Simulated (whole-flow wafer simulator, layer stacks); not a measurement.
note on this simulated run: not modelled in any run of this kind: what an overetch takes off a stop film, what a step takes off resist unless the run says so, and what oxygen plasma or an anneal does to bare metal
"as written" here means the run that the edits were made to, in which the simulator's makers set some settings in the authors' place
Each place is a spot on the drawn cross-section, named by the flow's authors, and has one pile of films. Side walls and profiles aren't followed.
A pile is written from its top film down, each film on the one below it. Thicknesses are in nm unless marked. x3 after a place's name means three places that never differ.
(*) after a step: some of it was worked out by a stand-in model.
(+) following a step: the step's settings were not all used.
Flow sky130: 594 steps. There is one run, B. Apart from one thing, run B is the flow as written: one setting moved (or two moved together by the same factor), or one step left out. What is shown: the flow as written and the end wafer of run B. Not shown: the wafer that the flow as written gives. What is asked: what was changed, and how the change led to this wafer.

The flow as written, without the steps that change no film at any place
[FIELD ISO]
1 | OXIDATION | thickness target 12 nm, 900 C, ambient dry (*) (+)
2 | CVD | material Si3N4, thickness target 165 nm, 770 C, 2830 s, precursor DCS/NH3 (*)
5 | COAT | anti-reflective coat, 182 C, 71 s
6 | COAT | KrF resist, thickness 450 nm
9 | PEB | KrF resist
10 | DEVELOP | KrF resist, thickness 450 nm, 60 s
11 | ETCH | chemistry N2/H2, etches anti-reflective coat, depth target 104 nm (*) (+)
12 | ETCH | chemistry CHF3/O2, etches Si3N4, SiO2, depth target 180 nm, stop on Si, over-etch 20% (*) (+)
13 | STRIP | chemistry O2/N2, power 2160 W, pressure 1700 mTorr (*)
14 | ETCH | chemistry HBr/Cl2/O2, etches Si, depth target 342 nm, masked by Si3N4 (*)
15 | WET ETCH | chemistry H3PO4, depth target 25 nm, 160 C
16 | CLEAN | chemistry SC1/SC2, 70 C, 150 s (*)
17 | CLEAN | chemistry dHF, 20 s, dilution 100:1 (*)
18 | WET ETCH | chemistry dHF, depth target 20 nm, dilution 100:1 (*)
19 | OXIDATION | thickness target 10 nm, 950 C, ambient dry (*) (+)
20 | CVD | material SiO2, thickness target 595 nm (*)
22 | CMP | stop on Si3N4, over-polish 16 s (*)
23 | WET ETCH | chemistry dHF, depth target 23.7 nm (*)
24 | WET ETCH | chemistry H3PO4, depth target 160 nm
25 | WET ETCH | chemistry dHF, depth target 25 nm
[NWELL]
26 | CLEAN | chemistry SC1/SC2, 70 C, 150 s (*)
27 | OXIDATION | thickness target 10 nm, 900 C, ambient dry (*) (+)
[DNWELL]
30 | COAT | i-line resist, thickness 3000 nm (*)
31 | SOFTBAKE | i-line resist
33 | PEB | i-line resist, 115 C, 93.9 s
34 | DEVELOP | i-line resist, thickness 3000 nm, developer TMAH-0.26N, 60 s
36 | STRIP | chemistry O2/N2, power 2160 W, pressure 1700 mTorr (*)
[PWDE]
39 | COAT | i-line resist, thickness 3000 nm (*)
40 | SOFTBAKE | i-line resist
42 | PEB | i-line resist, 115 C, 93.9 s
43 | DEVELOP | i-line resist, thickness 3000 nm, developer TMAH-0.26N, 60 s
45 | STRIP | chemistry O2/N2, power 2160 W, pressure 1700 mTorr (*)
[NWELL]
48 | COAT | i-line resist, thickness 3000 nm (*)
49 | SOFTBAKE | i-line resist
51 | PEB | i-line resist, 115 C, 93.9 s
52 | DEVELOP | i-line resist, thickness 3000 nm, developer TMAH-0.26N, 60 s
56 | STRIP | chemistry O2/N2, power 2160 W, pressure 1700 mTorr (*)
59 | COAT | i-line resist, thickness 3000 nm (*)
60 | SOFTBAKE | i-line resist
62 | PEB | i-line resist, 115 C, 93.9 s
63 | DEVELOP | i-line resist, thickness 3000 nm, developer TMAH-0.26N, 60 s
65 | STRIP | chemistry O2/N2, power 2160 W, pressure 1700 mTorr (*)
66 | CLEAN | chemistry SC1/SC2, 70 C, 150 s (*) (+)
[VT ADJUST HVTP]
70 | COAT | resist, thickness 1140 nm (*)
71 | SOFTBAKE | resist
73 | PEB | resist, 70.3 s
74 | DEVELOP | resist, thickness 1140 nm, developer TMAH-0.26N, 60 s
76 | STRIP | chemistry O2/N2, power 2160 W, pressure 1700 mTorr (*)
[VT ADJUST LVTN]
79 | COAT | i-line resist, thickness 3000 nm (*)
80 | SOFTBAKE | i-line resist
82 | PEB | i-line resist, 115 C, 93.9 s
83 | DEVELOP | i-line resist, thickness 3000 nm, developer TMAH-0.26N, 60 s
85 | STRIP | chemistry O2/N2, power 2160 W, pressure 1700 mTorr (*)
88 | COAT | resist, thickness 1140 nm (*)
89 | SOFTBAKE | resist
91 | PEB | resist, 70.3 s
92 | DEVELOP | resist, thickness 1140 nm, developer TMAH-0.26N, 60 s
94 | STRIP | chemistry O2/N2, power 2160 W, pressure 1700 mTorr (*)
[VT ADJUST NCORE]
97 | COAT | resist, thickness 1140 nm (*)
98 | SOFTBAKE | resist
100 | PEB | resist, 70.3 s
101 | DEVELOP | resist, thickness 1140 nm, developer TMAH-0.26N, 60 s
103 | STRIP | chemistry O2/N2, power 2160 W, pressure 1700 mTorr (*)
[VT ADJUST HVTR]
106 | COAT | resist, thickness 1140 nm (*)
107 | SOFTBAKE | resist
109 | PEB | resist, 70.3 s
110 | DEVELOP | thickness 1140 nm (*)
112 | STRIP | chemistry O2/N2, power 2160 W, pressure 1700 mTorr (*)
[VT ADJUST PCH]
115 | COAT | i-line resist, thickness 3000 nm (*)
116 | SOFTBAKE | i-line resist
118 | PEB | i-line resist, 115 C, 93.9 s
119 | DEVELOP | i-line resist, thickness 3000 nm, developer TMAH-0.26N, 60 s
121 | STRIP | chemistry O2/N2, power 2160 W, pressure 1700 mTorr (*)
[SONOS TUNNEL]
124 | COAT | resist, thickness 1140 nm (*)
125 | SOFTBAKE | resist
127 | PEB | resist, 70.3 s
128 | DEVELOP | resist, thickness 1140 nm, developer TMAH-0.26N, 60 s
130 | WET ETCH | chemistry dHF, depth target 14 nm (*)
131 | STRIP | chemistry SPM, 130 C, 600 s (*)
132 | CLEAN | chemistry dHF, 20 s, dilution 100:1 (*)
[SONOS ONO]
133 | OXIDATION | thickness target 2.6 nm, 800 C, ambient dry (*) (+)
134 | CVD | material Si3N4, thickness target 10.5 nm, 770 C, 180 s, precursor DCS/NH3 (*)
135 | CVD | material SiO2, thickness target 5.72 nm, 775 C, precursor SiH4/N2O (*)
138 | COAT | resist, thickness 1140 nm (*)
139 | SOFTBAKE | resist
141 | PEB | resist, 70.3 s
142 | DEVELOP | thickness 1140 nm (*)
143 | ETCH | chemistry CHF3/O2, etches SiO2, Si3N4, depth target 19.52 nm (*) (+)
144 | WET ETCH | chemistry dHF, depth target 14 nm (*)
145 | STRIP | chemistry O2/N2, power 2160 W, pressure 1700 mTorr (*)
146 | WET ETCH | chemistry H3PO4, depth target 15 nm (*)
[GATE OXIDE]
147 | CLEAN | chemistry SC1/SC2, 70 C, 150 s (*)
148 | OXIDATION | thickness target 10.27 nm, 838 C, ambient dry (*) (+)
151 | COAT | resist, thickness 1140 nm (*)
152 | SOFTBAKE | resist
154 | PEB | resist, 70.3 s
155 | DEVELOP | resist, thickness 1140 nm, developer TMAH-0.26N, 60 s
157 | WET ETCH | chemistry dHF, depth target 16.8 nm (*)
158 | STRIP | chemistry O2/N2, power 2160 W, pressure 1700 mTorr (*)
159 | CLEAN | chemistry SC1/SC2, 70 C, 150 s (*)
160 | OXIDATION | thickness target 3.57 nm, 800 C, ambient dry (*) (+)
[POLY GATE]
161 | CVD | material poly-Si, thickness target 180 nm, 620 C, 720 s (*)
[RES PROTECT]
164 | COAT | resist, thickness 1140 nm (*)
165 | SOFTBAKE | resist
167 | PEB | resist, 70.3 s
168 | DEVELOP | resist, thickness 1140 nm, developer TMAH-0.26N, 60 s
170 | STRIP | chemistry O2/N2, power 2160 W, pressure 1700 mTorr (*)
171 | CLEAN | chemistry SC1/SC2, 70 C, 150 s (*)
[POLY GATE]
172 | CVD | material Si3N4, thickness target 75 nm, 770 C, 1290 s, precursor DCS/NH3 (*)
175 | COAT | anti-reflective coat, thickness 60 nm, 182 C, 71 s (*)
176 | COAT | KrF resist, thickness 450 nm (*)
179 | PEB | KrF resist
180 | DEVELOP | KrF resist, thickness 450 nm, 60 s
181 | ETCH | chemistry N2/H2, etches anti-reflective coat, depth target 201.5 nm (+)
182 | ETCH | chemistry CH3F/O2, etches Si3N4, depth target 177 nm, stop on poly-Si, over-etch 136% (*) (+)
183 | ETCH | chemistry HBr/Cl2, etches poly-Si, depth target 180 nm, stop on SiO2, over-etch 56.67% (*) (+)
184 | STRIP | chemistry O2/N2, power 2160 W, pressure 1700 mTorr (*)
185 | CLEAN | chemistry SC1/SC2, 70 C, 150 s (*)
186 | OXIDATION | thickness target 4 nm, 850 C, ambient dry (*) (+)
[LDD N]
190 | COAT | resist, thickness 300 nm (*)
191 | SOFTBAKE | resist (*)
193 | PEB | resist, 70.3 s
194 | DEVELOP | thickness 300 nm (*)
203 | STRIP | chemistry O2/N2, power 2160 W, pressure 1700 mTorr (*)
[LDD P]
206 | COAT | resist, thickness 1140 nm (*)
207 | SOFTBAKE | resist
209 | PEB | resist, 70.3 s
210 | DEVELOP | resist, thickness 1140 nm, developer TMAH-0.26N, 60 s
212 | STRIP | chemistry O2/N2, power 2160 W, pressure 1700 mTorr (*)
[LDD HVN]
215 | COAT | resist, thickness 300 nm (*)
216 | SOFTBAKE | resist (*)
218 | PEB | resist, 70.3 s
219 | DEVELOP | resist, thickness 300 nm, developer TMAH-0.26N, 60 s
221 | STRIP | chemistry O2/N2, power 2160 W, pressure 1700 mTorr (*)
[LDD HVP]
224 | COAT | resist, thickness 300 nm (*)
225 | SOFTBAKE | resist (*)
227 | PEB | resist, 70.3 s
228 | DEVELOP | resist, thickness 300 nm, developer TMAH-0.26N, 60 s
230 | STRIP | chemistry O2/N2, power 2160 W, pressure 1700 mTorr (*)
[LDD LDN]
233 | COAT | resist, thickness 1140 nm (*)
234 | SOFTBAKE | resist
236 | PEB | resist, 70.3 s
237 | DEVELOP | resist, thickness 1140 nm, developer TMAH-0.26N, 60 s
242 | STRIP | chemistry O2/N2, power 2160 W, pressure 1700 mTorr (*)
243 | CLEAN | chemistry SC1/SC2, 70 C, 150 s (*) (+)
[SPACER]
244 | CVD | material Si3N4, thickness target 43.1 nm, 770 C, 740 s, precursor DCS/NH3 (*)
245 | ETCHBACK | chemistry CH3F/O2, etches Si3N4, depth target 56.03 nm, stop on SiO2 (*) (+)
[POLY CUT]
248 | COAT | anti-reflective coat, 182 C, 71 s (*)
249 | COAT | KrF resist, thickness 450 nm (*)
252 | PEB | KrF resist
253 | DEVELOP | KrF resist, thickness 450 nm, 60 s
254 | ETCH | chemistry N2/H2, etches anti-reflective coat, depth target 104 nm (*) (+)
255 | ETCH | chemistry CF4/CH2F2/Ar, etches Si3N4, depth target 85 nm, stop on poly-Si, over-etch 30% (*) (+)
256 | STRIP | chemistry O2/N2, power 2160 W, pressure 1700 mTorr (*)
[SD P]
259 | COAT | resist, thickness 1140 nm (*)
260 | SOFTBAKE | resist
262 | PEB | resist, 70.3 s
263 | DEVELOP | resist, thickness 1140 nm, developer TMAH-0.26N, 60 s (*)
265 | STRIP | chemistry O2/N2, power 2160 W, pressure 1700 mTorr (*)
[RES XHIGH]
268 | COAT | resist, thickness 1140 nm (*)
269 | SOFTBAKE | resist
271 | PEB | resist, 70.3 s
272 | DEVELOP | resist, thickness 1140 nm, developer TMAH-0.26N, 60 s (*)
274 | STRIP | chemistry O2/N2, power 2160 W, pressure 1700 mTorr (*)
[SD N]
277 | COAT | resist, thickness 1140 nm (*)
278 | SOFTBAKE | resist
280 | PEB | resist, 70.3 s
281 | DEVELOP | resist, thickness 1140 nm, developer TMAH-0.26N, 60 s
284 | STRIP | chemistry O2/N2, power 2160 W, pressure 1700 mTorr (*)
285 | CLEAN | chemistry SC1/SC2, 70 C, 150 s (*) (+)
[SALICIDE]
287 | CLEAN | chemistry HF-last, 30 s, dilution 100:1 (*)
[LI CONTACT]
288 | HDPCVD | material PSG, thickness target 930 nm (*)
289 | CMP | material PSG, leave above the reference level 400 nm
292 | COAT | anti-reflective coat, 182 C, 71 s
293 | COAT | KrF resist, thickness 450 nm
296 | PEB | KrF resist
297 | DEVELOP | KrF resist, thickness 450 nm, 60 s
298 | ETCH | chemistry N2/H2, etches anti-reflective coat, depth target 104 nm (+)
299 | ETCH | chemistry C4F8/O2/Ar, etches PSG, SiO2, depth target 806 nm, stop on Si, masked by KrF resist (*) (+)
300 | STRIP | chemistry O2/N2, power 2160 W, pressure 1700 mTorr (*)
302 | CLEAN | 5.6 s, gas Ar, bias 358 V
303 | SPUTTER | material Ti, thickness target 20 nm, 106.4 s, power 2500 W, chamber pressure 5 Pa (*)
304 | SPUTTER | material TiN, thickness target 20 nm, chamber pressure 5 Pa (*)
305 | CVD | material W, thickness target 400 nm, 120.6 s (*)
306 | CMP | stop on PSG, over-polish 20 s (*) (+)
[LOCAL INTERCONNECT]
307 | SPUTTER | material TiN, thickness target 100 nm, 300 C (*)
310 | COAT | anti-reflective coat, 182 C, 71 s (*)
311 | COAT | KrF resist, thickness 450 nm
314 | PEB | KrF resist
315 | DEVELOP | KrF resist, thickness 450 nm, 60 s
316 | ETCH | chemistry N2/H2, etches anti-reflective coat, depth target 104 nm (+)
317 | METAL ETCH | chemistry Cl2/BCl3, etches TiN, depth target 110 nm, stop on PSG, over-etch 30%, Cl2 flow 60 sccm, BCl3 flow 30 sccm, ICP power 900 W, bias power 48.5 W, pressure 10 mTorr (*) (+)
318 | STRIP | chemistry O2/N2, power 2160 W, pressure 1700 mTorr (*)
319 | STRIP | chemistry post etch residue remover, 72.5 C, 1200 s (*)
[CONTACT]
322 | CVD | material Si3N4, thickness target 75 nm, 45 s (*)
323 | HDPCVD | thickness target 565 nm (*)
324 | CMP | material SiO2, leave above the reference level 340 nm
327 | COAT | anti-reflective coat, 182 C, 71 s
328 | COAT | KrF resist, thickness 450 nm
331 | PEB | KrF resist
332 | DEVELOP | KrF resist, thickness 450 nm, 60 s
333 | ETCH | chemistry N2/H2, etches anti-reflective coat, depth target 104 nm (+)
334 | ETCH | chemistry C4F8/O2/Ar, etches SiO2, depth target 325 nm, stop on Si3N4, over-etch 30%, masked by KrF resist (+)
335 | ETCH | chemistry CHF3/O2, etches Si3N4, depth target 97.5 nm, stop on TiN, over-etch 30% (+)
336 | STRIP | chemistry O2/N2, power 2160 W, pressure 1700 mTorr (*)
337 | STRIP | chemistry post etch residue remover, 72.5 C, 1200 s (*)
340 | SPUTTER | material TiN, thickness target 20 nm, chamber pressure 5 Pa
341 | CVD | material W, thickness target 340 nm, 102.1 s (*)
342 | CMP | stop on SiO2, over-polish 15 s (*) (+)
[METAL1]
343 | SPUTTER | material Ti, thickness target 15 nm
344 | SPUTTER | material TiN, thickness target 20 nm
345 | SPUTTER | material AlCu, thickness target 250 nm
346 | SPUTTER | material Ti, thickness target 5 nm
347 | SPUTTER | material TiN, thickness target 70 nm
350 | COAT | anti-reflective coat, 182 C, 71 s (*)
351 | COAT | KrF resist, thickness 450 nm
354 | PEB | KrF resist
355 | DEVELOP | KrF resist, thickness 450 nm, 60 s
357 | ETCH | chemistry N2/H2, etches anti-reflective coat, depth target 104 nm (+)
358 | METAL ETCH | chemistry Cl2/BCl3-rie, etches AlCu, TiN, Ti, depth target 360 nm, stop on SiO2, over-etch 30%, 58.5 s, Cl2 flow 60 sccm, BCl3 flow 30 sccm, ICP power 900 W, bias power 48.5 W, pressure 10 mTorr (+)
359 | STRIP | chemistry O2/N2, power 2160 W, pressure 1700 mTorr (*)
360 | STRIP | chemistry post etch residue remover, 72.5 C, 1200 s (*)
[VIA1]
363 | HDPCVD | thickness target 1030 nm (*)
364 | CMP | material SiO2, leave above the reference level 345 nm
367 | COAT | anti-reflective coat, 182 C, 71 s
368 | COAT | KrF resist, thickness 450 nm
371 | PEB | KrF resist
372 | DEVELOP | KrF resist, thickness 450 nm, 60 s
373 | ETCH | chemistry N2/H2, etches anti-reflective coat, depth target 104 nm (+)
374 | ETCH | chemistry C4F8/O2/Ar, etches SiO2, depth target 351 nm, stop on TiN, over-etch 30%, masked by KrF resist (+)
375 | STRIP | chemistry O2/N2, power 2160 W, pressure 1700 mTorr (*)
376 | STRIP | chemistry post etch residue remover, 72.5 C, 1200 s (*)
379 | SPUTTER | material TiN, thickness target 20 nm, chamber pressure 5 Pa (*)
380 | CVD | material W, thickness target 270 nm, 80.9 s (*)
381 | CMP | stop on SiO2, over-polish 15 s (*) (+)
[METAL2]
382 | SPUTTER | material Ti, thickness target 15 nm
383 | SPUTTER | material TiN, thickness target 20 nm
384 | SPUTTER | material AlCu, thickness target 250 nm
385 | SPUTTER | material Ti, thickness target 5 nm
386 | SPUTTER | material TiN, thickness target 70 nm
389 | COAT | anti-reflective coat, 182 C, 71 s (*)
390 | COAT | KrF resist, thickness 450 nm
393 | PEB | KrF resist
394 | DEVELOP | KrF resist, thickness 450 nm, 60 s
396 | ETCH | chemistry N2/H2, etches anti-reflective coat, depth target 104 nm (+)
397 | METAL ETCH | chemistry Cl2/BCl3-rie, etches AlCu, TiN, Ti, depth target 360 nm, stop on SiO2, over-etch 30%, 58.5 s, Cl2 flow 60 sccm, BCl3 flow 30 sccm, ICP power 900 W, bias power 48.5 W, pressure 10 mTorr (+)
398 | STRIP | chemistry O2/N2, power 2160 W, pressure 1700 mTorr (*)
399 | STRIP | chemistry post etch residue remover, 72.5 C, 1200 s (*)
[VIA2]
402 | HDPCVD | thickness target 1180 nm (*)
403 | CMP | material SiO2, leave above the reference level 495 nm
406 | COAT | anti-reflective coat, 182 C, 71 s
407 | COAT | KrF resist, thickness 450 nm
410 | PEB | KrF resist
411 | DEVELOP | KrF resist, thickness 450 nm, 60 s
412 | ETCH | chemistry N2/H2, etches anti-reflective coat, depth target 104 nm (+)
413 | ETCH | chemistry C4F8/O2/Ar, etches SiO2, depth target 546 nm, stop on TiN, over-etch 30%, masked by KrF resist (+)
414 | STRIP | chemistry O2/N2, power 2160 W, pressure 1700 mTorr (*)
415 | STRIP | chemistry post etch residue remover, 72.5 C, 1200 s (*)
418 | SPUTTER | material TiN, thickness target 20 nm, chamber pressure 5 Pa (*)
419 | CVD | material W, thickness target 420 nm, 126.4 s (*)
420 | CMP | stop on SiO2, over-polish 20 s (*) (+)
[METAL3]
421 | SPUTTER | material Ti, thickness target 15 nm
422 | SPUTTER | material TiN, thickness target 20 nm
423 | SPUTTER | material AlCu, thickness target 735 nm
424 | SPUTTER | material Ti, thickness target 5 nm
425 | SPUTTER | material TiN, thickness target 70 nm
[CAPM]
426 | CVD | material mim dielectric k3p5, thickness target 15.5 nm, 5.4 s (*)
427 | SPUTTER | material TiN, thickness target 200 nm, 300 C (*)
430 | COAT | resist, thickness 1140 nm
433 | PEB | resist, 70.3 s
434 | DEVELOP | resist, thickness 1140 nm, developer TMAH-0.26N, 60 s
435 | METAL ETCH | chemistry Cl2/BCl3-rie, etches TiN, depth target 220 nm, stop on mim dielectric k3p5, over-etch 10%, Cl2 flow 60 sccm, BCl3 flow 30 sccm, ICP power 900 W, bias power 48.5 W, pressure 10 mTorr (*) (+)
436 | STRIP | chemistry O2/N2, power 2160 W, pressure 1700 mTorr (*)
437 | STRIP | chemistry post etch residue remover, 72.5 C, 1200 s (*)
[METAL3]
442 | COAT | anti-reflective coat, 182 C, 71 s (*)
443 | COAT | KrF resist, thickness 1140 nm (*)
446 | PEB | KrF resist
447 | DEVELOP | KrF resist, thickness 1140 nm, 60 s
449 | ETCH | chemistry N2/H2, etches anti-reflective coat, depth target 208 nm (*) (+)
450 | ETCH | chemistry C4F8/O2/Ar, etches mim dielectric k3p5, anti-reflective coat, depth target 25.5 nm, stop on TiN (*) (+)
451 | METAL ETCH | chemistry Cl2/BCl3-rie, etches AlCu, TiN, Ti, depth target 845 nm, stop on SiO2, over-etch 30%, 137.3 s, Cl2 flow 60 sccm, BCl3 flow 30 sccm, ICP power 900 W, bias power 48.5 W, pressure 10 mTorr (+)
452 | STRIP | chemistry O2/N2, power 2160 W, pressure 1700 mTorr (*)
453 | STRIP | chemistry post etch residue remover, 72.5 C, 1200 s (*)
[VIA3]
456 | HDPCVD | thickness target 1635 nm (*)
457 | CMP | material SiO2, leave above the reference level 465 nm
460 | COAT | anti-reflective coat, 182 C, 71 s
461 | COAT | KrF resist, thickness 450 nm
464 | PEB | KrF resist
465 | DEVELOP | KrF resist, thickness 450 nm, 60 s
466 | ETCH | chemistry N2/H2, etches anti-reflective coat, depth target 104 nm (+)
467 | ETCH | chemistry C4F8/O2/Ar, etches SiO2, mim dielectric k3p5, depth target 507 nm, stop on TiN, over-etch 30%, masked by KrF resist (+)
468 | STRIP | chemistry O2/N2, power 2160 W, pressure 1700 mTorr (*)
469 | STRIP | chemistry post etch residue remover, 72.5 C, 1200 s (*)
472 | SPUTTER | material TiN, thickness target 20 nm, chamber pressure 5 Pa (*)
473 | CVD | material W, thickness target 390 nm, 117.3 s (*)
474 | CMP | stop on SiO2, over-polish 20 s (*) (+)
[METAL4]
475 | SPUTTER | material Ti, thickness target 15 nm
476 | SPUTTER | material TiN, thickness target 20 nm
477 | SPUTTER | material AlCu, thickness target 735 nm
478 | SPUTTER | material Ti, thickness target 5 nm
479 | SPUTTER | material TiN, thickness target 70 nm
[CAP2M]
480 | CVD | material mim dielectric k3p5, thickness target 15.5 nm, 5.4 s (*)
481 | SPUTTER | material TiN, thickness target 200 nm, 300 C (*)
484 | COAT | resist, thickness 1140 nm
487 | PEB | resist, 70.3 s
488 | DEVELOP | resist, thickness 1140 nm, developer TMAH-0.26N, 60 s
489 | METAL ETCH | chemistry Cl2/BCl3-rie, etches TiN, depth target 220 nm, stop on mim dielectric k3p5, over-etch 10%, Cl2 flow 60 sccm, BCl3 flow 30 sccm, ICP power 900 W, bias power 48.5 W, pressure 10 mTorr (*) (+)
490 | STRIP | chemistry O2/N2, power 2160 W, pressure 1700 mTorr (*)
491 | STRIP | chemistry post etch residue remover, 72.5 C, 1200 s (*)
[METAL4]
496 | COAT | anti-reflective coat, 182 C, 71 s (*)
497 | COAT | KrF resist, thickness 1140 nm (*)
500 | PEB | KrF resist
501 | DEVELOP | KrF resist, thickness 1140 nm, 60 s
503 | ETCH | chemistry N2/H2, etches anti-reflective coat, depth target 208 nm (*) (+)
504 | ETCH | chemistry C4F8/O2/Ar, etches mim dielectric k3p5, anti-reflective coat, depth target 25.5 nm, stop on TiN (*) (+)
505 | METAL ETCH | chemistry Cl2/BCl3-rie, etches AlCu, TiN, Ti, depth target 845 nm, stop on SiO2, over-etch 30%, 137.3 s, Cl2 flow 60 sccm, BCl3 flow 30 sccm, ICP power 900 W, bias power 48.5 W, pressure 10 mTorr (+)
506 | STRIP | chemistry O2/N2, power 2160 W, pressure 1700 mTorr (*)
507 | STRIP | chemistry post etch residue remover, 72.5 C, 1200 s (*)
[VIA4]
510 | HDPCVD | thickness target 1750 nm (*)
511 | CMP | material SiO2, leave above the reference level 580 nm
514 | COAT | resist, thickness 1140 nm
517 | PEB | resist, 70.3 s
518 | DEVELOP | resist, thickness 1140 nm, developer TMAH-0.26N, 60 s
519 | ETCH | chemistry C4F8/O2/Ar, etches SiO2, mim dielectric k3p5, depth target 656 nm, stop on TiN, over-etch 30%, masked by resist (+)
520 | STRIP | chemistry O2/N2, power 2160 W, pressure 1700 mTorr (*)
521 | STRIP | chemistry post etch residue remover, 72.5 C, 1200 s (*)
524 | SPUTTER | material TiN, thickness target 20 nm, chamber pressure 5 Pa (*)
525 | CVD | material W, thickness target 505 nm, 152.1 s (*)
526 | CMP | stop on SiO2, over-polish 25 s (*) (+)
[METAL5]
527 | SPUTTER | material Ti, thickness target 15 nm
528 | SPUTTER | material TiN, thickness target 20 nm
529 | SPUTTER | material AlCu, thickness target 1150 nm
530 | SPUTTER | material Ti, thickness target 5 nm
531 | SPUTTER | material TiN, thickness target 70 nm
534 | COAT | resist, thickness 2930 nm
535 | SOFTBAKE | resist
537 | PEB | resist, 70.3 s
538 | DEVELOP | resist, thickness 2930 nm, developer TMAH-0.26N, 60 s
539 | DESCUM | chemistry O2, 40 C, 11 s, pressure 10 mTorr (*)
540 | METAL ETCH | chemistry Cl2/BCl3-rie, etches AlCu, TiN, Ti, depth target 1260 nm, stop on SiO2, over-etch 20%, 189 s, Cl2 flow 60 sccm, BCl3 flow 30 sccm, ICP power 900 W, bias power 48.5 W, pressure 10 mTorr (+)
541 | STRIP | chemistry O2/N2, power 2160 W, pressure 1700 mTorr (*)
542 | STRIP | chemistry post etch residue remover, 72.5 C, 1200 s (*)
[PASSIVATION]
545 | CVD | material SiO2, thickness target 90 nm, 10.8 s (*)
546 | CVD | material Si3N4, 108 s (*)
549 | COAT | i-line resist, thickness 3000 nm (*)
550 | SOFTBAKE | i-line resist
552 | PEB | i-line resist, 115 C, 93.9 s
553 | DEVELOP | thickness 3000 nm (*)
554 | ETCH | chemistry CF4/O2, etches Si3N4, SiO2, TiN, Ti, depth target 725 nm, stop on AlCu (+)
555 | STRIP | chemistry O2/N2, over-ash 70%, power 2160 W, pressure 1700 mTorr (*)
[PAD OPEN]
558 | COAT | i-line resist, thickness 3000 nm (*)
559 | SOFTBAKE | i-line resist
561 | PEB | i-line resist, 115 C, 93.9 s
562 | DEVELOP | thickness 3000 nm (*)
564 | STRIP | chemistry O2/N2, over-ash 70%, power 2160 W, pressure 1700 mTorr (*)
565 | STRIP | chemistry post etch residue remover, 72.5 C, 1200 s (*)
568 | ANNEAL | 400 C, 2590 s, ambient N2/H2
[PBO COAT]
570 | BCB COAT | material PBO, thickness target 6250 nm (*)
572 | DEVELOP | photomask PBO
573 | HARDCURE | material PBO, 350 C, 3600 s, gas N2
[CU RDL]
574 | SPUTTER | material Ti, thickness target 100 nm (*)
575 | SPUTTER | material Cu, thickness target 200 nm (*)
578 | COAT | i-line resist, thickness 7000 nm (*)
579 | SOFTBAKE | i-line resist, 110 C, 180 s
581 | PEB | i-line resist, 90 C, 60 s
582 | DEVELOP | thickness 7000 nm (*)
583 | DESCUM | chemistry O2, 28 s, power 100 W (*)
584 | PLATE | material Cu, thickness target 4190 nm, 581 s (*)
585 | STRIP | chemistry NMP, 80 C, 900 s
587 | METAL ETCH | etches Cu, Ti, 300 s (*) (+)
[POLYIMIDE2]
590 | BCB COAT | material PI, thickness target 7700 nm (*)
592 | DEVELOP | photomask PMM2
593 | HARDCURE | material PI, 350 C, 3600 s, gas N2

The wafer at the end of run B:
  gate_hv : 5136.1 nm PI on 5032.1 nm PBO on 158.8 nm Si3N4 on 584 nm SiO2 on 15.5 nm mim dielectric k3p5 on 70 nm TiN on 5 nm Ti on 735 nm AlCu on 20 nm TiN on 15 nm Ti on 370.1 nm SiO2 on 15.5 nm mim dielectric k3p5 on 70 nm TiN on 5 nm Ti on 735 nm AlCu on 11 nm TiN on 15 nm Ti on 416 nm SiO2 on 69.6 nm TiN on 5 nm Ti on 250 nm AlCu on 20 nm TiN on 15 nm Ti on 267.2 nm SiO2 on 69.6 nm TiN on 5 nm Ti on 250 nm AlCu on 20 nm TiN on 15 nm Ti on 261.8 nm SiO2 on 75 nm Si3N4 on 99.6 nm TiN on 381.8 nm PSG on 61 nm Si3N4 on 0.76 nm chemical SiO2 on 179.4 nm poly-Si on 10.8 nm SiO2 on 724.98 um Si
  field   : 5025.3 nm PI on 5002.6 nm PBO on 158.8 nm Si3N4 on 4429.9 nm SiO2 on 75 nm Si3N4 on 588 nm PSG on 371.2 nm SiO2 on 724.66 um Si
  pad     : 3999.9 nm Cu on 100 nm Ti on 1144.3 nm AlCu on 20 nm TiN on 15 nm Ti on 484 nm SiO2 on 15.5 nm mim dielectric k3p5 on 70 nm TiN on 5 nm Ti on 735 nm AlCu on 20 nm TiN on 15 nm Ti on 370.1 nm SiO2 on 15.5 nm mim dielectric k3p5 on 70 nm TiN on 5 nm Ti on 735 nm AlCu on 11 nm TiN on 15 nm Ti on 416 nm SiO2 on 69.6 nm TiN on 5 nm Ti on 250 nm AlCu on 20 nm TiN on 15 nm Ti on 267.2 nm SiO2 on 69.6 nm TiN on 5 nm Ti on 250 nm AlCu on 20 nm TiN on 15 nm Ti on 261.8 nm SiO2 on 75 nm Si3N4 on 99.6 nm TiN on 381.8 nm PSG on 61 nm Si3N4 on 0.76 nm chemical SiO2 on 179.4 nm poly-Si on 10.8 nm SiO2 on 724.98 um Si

What caused this: step 422, SPUTTER: thickness target 11 nm was run, while the flow as written has thickness target 20 nm.
The wafer itself shows it: gate_hv has TiN 11, and step 422 as written asks for 20 nm.

Step by step, how the change led to this:
  422 | SPUTTER | material TiN, thickness target 20 nm
      field, active, n_well and 188 more: +11 TiN (new film) (as written it would have been: +20 TiN (new film))
  451 | METAL ETCH | chemistry Cl2/BCl3-rie, etches AlCu, TiN, Ti, depth target 845 nm, stop on SiO2, over-etch 30%, 137.3 s, Cl2 flow 60 sccm, BCl3 flow 30 sccm, ICP power 900 W, bias power 48.5 W, pressure 10 mTorr (+)
      field, gate, spacer and 65 more: -70 TiN (all of it), -5 Ti (all of it), -735 AlCu (all of it), -11 TiN (all of it), -15 Ti (all of it), -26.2 SiO2 (as written it would have been: -70 TiN (all of it), -5 Ti (all of it), -735 AlCu (all of it), -20 TiN (all of it), -15 Ti (all of it), -25.4 SiO2)
      active, vpp_ln, vpp_iso2 and 11 more: -70 TiN (all of it), -5 Ti (all of it), -735 AlCu (all of it), -11 TiN (all of it), -15 Ti (all of it), -26.2 SiO2 (as written it would have been: -70 TiN (all of it), -5 Ti (all of it), -735 AlCu (all of it), -20 TiN (all of it), -15 Ti (all of it), -25.3 SiO2)
      (also at 3 further places)
  457 | CMP | material SiO2, leave above the reference level 465 nm
      field, active, gate and 82 more: -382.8 SiO2 (as written it would have been: -374.7 SiO2)
